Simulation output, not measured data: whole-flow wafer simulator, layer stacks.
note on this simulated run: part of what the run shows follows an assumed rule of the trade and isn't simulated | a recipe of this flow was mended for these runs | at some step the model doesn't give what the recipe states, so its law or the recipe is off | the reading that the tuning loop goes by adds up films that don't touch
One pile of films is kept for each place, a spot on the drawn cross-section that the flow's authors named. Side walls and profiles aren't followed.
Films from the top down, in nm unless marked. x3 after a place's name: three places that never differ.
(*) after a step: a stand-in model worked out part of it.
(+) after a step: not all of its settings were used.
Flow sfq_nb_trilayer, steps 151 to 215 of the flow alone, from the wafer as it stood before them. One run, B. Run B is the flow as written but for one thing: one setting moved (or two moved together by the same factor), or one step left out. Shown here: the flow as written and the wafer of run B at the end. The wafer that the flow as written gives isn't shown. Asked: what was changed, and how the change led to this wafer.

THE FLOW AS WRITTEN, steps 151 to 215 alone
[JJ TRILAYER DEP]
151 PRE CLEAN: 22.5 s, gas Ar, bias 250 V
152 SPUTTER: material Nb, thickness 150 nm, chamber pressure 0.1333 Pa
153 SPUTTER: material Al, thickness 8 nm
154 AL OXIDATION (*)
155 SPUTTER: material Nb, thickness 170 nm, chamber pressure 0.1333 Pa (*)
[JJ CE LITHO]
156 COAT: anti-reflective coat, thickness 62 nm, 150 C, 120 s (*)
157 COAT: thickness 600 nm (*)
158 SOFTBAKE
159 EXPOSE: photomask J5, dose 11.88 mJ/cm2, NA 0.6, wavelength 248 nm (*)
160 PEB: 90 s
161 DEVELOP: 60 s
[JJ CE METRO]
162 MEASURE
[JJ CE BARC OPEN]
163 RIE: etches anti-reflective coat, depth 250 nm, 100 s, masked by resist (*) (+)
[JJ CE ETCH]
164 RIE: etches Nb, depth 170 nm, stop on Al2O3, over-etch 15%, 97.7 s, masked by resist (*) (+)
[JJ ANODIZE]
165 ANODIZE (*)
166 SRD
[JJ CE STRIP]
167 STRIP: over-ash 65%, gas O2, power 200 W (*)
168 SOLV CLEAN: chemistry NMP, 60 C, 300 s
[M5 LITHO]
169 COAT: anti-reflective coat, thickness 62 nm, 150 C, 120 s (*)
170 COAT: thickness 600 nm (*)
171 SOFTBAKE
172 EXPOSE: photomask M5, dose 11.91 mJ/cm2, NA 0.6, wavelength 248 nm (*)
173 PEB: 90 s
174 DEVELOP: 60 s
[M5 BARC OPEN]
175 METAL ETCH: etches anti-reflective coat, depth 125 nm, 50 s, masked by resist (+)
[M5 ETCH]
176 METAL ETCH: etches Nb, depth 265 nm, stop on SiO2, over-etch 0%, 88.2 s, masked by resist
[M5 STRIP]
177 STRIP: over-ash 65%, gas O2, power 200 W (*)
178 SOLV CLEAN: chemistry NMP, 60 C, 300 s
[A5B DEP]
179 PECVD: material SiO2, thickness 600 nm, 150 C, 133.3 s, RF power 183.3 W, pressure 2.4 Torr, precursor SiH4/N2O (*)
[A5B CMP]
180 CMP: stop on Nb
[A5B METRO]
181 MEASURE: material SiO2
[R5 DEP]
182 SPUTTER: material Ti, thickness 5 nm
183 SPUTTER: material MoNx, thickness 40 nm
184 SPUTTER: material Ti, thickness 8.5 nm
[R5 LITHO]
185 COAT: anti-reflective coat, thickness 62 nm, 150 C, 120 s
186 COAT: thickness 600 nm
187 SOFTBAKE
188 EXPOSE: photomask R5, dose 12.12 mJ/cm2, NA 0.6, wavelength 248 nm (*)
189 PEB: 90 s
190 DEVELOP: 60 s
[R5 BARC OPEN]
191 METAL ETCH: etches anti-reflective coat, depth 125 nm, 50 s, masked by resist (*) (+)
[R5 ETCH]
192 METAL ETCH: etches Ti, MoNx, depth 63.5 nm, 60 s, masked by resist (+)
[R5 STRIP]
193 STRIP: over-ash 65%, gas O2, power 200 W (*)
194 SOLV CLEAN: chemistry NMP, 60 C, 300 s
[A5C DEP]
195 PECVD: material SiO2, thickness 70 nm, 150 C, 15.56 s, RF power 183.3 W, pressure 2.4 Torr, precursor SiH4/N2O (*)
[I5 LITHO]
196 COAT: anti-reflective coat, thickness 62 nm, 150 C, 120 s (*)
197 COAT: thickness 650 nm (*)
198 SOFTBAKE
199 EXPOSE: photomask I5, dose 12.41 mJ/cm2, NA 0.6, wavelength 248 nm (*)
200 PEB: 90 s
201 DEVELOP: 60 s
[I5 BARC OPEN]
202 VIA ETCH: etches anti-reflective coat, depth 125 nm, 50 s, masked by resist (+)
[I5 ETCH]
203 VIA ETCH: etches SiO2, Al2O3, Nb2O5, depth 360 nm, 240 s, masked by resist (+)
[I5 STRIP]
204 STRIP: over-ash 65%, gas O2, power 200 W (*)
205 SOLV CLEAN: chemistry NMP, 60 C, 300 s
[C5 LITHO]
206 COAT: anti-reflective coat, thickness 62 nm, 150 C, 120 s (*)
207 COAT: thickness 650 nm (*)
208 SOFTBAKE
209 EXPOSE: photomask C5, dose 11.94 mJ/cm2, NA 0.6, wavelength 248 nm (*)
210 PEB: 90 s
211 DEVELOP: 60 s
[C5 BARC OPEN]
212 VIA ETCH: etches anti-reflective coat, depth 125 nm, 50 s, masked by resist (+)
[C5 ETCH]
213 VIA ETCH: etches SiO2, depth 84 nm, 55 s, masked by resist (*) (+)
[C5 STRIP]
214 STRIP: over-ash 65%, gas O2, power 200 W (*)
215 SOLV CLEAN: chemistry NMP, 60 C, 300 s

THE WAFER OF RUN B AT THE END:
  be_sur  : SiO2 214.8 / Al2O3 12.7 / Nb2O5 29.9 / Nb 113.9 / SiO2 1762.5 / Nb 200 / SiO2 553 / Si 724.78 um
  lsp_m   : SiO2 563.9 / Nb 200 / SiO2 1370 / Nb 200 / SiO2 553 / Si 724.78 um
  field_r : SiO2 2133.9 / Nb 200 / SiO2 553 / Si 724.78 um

The cause: step 152, SPUTTER: thickness 124.7 nm was run, where the flow has thickness 150 nm.

How the change led to this, step by step:
  152 SPUTTER: material Nb, thickness 150 nm, chamber pressure 0.1333 Pa
      field_l, v_sur, via_sp and 100 more: Nb +124.7 (new film) (as written it would be: Nb +150 (new film))
      via_wl, via_w, via_wr: Nb +107.7 (as written it would be: Nb +129.8)
  156 COAT: anti-reflective coat, thickness 62 nm, 150 C, 120 s (*)
      via_wl, via_wr: anti-reflective coat +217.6 (new film) (as written it would be: anti-reflective coat +224.3 (new film))
      via_w: anti-reflective coat +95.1 (new film) (as written it would be: anti-reflective coat +97.3 (new film))
  163 RIE: etches anti-reflective coat, depth 250 nm, 100 s, masked by resist (*) (+)
      via_wl, via_wr: anti-reflective coat -217.6 (all of it) (as written it would be: anti-reflective coat -224.3 (all of it))
      via_w: anti-reflective coat -95.1 (all of it) (as written it would be: anti-reflective coat -97.3 (all of it))
  169 COAT: anti-reflective coat, thickness 62 nm, 150 C, 120 s (*)
      via_wl, via_wr: anti-reflective coat +179.9 (new film) (as written it would be: anti-reflective coat +184 (new film))
  176 METAL ETCH: etches Nb, depth 265 nm, stop on SiO2, over-etch 0%, 88.2 s, masked by resist
      field_l, res, r_end and 47 more: Al2O3 -12.6 (all of it), Nb2O5 -29.9 (all of it), Nb -113.9 (all of it), SiO2 -10.9 (as written it would be: Al2O3 -12.6 (all of it), Nb2O5 -29.9 (all of it), Nb -139.2 (all of it), SiO2 -8.33)
      r_sur, wl_a_sl, wl_a_m6: Al2O3 -12.5 (all of it), Nb2O5 -29.9 (all of it), Nb -113.9 (all of it), SiO2 -10.9 (as written it would be: Al2O3 -12.5 (all of it), Nb2O5 -29.9 (all of it), Nb -139.2 (all of it), SiO2 -8.33)
  177 STRIP: over-ash 65%, gas O2, power 200 W (*)
      via_wl: KrF-resist-other-grade -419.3 (all of it), anti-reflective coat -179.9 (all of it) (as written it would be: KrF-resist-other-grade -418.2 (all of it), anti-reflective coat -184 (all of it))
      via_wr: KrF-resist-other-grade -420.4 (all of it), anti-reflective coat -179.9 (all of it) (as written it would be: KrF-resist-other-grade -419.2 (all of it), anti-reflective coat -184 (all of it))
  180 CMP: stop on Nb
      field_l, lsp_m, ln_m6 and 44 more: SiO2 -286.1 (as written it would be: SiO2 -263.3)
      r_sur, res, r_end, moat, field_r, lsp_l: SiO2 -280 (as written it would be: SiO2 -256.4)
